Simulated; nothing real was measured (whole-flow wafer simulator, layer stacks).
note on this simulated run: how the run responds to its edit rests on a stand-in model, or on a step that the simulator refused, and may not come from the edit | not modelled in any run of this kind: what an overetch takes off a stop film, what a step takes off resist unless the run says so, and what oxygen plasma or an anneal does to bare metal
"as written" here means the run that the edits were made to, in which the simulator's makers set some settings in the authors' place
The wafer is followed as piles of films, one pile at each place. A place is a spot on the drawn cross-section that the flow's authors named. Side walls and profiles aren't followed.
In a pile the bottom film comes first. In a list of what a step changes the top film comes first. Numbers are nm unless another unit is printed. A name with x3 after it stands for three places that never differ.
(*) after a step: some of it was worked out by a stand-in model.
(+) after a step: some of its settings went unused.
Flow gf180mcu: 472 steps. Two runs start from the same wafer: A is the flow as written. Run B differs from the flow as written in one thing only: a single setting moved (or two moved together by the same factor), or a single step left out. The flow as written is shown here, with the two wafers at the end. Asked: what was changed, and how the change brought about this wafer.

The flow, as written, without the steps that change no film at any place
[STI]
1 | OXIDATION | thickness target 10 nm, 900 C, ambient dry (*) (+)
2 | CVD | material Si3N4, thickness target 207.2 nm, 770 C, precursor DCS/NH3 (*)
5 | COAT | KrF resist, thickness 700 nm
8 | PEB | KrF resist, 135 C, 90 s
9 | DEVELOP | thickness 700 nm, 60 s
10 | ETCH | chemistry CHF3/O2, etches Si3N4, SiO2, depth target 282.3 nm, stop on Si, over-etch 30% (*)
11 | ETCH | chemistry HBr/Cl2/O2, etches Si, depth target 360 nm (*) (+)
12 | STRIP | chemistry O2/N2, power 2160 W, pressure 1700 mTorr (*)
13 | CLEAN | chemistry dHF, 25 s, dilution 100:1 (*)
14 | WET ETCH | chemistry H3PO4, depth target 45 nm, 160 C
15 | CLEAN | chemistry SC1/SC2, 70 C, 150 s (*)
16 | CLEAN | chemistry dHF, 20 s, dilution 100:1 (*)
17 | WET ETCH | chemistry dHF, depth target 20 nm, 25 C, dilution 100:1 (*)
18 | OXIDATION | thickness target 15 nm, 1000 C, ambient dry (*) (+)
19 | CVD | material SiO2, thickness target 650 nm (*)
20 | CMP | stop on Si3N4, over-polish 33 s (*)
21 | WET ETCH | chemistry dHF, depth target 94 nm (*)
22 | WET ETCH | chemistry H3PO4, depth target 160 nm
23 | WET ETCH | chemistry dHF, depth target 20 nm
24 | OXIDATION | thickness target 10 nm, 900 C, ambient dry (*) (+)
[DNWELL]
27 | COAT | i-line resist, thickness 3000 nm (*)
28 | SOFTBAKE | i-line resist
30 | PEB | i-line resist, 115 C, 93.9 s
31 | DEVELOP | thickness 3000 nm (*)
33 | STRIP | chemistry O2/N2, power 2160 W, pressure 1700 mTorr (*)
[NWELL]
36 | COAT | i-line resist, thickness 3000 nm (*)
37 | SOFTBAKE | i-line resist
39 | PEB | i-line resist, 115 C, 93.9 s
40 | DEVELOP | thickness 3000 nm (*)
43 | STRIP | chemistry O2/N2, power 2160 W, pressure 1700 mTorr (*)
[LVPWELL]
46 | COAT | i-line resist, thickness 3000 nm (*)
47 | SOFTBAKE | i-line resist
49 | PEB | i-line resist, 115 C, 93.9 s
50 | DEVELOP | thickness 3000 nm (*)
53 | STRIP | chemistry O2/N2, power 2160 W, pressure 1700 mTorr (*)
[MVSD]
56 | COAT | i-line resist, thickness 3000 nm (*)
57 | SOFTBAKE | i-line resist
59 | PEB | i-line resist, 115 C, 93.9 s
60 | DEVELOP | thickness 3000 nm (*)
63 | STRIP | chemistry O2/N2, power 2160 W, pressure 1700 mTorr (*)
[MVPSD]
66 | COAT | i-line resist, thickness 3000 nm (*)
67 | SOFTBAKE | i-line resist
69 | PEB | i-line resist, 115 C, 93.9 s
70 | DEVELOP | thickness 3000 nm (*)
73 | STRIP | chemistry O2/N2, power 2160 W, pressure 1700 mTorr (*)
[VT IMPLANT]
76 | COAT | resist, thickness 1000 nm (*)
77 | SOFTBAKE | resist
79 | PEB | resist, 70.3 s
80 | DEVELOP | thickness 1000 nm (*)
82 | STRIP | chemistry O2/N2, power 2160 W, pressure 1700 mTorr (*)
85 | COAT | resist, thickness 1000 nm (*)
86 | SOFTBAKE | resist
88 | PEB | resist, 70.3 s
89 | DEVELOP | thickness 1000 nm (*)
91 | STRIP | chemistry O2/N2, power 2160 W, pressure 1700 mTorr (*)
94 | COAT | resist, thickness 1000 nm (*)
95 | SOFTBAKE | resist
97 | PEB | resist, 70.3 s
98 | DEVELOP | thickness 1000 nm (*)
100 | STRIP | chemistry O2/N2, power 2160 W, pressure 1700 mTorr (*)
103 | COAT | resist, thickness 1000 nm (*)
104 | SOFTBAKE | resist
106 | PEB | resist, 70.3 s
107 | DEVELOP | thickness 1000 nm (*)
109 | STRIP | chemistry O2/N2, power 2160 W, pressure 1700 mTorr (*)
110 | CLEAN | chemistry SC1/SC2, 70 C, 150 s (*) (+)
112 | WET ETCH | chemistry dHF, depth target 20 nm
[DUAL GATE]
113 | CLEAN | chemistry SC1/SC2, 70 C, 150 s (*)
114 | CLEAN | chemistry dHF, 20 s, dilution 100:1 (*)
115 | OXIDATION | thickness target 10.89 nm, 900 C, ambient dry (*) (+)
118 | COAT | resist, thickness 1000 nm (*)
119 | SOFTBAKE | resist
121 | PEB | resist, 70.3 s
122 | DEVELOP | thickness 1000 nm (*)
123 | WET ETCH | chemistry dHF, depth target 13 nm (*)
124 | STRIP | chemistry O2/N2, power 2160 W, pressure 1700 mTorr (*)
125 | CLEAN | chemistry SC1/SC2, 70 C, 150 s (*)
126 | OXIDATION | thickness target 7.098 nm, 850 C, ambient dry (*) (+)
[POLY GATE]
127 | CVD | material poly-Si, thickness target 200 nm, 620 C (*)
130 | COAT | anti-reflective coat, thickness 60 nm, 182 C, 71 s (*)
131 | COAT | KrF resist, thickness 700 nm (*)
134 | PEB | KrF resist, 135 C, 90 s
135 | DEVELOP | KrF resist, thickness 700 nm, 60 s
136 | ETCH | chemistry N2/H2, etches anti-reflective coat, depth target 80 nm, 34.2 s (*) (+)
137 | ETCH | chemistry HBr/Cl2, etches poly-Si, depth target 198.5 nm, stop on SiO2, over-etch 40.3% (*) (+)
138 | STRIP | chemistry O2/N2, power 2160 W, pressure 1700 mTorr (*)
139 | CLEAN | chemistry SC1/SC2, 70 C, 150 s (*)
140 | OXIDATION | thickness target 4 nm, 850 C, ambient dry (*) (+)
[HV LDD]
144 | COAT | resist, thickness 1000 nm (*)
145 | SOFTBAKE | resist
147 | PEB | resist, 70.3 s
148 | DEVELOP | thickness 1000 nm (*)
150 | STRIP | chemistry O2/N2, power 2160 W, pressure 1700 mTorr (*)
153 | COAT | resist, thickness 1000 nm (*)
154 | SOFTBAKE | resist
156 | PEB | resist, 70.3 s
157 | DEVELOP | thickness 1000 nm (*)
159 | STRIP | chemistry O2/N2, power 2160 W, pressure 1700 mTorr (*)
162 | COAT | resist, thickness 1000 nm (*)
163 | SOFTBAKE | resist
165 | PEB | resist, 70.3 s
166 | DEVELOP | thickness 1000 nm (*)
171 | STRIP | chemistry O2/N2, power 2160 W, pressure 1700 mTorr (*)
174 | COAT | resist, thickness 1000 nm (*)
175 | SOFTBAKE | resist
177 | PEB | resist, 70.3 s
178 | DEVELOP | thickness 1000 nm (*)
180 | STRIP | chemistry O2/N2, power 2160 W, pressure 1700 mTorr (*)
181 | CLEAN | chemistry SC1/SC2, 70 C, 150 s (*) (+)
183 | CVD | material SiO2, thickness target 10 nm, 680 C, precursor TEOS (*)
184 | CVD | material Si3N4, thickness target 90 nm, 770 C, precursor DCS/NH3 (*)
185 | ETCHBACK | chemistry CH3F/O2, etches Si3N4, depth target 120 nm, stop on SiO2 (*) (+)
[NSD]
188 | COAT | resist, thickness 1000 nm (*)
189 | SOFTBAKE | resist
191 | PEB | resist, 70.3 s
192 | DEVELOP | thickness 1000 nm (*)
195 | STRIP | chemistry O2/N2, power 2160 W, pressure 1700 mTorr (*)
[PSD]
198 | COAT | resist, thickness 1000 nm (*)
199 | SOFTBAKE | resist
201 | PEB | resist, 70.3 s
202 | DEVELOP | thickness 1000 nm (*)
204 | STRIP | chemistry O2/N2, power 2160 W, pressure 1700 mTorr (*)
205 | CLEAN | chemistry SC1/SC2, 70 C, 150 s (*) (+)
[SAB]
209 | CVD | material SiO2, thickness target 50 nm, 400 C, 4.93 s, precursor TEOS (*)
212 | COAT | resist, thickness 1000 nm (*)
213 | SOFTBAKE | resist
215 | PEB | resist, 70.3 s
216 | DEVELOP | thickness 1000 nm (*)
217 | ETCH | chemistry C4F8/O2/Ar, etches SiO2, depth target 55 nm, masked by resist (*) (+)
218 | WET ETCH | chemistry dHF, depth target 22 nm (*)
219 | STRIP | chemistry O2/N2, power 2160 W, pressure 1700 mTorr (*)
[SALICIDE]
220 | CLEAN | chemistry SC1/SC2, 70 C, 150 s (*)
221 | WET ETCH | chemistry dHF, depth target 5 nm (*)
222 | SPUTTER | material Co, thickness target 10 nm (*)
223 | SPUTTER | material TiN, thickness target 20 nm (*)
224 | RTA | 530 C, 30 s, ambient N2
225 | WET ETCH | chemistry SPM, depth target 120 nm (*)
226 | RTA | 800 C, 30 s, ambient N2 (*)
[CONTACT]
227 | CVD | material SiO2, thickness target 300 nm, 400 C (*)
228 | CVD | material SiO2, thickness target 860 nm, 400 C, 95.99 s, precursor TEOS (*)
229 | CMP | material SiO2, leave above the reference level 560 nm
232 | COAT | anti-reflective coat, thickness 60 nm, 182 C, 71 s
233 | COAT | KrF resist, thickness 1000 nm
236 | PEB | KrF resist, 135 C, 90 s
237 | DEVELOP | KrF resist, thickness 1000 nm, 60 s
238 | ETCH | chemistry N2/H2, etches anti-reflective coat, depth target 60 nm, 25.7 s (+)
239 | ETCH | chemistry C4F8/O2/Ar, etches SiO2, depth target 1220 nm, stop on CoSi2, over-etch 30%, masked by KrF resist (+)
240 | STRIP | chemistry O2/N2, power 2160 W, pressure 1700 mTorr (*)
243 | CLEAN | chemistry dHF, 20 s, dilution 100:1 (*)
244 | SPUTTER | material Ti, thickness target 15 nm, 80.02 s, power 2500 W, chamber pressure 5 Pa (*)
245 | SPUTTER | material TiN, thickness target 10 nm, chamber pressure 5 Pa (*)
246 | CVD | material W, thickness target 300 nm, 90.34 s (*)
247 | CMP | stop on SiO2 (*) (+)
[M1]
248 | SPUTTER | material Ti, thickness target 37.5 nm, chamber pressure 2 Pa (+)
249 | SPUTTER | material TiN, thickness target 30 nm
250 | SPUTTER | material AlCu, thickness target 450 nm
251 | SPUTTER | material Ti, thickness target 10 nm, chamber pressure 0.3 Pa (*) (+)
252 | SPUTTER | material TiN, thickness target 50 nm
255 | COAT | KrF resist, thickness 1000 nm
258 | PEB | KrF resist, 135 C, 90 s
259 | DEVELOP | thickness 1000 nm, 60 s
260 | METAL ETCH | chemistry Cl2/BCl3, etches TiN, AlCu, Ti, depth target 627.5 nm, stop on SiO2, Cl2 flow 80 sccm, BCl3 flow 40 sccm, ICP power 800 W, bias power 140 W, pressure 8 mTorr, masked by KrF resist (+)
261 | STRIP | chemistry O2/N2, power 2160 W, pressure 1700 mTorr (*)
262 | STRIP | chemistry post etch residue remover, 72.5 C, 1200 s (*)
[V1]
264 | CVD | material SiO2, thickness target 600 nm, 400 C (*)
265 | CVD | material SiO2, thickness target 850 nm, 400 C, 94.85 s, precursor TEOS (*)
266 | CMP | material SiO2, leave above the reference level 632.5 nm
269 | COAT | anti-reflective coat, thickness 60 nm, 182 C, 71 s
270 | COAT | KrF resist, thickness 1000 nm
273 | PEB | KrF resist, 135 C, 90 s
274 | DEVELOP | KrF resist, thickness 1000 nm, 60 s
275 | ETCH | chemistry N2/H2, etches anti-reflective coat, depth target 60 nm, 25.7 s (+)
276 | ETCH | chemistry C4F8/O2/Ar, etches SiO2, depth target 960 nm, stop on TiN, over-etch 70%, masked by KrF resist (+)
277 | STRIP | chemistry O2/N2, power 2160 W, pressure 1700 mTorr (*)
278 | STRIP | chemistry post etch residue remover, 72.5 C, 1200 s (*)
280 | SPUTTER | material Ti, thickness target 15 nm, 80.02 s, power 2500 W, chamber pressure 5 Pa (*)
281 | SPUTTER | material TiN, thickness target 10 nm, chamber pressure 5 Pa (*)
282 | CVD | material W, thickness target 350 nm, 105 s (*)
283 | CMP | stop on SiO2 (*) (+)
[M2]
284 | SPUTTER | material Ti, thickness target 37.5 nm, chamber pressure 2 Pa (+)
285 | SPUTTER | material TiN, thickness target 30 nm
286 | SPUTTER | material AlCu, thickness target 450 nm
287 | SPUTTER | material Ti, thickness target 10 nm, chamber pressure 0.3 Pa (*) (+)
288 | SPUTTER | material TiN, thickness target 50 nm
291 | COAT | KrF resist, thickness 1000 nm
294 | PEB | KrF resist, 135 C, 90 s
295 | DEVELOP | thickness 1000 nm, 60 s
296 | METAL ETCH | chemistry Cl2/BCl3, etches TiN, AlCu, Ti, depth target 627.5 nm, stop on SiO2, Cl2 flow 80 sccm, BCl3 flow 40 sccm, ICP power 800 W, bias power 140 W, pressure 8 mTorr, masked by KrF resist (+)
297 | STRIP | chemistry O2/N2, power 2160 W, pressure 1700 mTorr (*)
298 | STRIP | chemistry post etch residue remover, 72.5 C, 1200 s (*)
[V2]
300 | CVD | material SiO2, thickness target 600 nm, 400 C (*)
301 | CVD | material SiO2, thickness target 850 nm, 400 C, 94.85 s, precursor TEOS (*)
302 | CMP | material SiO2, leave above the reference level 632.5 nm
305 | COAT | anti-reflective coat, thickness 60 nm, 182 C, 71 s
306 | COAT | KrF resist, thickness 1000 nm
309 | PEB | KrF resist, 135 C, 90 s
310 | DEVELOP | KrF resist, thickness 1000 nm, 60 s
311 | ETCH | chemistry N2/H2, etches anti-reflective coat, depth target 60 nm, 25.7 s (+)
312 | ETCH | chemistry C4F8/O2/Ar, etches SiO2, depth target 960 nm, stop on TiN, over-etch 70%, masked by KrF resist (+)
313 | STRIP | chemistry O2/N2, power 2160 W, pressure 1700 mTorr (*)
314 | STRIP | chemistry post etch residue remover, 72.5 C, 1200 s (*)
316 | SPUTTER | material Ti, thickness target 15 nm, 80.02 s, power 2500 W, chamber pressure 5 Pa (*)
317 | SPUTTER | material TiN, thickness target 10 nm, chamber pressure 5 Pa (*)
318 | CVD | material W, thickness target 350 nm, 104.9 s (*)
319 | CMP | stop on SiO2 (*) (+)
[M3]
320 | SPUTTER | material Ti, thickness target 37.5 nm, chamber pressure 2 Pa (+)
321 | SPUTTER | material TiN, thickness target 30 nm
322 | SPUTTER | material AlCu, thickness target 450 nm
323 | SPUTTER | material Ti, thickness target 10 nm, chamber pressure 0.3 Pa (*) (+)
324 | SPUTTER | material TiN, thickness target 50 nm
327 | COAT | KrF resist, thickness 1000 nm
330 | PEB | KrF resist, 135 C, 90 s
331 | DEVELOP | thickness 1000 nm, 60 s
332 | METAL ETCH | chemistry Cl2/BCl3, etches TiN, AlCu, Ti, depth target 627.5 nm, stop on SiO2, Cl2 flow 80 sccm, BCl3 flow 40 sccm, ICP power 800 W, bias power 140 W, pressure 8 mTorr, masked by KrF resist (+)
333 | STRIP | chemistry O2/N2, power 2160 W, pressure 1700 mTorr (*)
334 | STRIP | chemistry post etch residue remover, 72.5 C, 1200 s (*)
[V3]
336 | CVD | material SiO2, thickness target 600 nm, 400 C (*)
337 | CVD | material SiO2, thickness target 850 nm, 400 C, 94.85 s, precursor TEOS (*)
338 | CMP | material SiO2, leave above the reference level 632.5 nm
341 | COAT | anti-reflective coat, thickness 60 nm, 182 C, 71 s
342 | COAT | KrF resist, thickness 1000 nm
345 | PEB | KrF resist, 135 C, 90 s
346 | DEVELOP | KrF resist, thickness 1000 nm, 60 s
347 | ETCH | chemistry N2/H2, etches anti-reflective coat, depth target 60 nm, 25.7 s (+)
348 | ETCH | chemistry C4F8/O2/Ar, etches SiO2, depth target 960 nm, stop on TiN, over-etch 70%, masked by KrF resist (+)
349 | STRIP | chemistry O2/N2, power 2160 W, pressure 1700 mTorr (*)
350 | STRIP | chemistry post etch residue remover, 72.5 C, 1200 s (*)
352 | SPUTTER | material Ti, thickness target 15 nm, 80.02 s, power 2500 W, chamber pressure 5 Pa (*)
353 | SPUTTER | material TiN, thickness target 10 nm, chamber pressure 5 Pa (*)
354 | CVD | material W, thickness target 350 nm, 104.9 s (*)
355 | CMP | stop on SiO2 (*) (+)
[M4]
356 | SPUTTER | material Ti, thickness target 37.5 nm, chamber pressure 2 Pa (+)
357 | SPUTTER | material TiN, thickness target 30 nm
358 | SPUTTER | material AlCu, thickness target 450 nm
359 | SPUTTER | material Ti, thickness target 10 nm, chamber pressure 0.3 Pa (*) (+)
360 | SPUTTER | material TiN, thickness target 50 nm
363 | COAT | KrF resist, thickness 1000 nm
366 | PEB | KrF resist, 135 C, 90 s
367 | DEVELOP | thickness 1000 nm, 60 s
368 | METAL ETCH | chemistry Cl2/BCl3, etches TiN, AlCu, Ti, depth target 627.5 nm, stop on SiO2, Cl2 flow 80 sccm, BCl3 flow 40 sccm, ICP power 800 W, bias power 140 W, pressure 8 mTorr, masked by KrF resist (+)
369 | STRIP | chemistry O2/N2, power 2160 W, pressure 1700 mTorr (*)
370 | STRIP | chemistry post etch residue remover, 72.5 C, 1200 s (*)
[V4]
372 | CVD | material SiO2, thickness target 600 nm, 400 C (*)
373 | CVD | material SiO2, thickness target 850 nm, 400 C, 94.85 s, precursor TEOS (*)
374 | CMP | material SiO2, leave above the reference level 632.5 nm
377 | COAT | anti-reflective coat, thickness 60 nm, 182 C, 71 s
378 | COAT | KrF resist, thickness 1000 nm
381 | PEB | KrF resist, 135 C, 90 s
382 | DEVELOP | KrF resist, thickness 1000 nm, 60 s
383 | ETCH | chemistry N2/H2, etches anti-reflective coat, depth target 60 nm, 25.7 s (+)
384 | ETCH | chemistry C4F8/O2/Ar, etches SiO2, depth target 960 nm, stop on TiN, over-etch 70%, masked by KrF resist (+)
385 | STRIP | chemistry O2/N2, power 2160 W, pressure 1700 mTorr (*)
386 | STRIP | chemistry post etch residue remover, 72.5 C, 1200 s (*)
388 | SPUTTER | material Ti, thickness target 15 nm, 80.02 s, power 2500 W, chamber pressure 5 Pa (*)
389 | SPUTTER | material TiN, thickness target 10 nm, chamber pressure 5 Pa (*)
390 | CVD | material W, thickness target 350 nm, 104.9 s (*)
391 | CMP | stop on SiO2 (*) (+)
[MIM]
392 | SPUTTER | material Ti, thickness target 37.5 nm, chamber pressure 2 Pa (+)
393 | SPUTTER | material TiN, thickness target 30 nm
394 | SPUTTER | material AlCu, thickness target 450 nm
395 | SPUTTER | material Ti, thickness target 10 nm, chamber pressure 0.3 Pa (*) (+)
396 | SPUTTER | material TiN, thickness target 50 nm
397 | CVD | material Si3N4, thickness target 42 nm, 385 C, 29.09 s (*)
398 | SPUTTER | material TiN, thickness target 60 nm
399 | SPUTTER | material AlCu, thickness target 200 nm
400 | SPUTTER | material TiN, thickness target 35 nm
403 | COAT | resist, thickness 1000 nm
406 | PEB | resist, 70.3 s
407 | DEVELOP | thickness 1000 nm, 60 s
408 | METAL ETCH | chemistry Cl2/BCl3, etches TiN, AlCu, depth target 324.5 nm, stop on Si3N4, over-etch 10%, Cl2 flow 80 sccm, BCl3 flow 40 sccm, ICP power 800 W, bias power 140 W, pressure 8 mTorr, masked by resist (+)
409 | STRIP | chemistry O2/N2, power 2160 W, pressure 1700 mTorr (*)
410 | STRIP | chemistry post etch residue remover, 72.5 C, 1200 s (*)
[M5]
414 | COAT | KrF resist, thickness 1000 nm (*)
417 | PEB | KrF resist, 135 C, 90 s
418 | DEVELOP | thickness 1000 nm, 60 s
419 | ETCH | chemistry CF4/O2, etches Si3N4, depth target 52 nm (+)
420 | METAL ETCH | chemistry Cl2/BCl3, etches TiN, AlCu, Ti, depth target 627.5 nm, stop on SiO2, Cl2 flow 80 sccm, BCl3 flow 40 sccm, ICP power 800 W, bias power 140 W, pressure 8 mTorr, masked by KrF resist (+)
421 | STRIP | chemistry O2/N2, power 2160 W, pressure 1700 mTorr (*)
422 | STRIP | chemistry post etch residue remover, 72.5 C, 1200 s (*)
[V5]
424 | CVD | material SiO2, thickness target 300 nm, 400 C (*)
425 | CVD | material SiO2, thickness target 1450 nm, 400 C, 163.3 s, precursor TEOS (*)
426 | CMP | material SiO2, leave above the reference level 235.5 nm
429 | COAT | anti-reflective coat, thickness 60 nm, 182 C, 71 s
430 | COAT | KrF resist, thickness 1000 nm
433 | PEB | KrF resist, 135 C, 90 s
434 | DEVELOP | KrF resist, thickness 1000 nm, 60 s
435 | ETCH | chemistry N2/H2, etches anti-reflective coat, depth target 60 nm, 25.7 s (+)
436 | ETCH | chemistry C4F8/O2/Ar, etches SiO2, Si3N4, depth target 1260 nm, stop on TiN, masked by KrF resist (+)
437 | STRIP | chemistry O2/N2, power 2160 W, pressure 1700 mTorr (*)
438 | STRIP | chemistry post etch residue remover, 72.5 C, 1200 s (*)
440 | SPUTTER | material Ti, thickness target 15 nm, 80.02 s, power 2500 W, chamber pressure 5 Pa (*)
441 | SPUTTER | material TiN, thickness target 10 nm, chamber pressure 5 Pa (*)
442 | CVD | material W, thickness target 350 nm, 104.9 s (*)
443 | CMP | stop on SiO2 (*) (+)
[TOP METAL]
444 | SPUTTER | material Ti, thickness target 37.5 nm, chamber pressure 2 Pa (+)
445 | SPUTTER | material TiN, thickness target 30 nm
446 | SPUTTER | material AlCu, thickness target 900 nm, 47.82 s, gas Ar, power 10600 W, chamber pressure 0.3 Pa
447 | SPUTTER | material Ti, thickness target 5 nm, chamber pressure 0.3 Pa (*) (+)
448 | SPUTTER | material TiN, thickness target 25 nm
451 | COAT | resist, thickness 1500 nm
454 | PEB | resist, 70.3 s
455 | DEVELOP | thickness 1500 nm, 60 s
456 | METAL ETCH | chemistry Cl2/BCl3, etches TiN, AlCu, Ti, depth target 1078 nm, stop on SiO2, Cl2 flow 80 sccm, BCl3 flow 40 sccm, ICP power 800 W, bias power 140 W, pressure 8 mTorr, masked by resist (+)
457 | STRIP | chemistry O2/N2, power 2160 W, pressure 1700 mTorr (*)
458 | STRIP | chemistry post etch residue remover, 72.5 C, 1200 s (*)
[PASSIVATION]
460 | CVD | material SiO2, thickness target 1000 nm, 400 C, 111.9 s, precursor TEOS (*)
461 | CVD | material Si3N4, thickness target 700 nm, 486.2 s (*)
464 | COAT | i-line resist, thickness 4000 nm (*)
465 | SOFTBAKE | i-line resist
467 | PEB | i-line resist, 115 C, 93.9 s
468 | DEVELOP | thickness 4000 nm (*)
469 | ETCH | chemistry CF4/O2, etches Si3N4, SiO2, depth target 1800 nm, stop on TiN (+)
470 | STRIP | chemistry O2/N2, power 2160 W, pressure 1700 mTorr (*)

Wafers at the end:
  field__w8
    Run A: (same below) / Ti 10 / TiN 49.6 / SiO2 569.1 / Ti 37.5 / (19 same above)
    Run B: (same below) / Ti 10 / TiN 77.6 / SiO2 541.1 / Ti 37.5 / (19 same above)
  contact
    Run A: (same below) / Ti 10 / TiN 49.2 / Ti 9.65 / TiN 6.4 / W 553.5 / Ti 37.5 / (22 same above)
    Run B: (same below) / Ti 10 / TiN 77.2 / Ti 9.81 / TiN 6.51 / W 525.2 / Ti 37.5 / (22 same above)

Cause: step 324, SPUTTER: thickness target 78 nm was run, while the flow as written has thickness target 50 nm.

How this came from the change, step by step:
  324 | SPUTTER | material TiN, thickness target 50 nm
      field, field__w1, field__w2 and 108 more: A TiN gains 50 (new film) | B TiN gains 78 (new film)
  332 | METAL ETCH | chemistry Cl2/BCl3, etches TiN, AlCu, Ti, depth target 627.5 nm, stop on SiO2, Cl2 flow 80 sccm, BCl3 flow 40 sccm, ICP power 800 W, bias power 140 W, pressure 8 mTorr, masked by KrF resist (+)
      field, field__w1, field__w2 and 103 more: A TiN loses 50 (all of it), Ti loses 10 (all of it), AlCu loses 450 (all of it), TiN loses 30 (all of it), Ti loses 37.5 (all of it) | B TiN loses 78 (all of it), Ti loses 10 (all of it), AlCu loses 450 (all of it), TiN loses 30 (all of it), Ti loses 37.5 (all of it)
  338 | CMP | material SiO2, leave above the reference level 632.5 nm
      field__w8, contact, m1, m1__w1, m1_nw: A SiO2 loses 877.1 | B SiO2 loses 905.1
  348 | ETCH | chemistry C4F8/O2/Ar, etches SiO2, depth target 960 nm, stop on TiN, over-etch 70%, masked by KrF resist (+)
      field, field__w1, field__w2 and 107 more: A KrF resist loses 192 | B KrF resist loses 185.1
      contact: A SiO2 loses 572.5 (all of it) | B SiO2 loses 544.5 (all of it)
  354 | CVD | material W, thickness target 350 nm, 104.9 s (*)
      contact: A W gains 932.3 (new film) | B W gains 904 (new film)
